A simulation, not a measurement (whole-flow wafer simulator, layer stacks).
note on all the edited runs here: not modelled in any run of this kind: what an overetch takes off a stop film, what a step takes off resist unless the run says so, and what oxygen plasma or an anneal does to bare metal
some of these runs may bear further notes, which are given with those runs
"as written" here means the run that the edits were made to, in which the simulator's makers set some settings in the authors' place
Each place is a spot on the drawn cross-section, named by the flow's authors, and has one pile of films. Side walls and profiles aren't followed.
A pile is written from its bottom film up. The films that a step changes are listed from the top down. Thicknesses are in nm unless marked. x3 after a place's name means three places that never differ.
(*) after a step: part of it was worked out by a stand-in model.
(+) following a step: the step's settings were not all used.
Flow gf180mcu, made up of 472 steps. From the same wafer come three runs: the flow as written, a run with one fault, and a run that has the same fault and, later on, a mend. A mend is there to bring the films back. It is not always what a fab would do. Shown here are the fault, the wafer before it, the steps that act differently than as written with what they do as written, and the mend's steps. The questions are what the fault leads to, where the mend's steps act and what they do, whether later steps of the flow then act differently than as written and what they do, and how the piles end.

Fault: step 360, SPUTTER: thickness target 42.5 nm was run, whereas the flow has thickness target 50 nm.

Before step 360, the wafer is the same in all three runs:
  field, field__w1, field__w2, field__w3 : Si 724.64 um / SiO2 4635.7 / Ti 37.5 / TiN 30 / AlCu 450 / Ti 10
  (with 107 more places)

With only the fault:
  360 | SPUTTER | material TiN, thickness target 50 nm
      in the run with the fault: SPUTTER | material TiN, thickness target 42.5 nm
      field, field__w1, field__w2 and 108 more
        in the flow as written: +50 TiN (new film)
        in the run with the fault: +42.5 TiN (new film)
  Later steps of the flow acting differently than as written (5 more steps, not shown, differ only slightly: by at most 2% or 0.5 nm, whichever is larger):
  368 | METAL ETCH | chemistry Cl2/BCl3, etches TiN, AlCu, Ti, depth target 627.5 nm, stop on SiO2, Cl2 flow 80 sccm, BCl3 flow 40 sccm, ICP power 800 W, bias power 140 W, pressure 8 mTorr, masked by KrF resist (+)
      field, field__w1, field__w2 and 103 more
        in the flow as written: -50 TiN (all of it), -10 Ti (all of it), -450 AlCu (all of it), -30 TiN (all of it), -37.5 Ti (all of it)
        in the run with the fault: -42.5 TiN (all of it), -10 Ti (all of it), -450 AlCu (all of it), -30 TiN (all of it), -37.5 Ti (all of it)
  At field__w8, contact, m1, m1__w1, m1_nw, the piles at the end differ from the flow's by more than 2% or 0.5 nm, whichever is larger.
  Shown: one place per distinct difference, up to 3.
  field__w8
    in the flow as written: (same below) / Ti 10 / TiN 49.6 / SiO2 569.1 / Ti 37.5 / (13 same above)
    in the run with the fault: (same below) / Ti 10 / TiN 42.1 / SiO2 576.6 / Ti 37.5 / (13 same above)
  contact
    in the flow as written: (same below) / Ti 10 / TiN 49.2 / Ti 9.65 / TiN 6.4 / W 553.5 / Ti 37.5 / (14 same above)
    in the run with the fault: (same below) / Ti 10 / TiN 41.7 / Ti 9.61 / TiN 6.38 / W 561.1 / Ti 37.5 / (14 same above)

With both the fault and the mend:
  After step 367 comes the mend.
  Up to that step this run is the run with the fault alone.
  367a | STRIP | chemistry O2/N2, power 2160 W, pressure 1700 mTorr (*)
      field__w8, contact, m1, m1__w1, m1_nw
        -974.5 KrF resist (all of it)
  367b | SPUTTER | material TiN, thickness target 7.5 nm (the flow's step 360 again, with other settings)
      field, field__w1, field__w2 and 108 more
        +7.5 TiN
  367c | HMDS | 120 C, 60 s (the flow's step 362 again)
      does not change any film at any place that is followed
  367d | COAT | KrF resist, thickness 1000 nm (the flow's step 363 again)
      field, field__w1, field__w2 and 108 more
        +1000 KrF resist (new film)
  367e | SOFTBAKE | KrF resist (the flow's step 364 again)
      does not change any film at any place that is followed
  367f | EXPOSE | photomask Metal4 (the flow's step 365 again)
      does not change any film at any place that is followed
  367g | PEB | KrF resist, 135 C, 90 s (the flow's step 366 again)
      field, field__w1, field__w2 and 108 more
        -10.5 KrF resist
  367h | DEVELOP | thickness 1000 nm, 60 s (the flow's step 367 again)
      field, field__w1, field__w2 and 103 more
        -989.5 KrF resist (all of it)
      field__w8, contact, m1, m1__w1, m1_nw
        -14.9 KrF resist
  None of the later steps of the flow acts differently than as written at any place that is followed.
  By the end, the piles equal the flow's at every place that both follow.
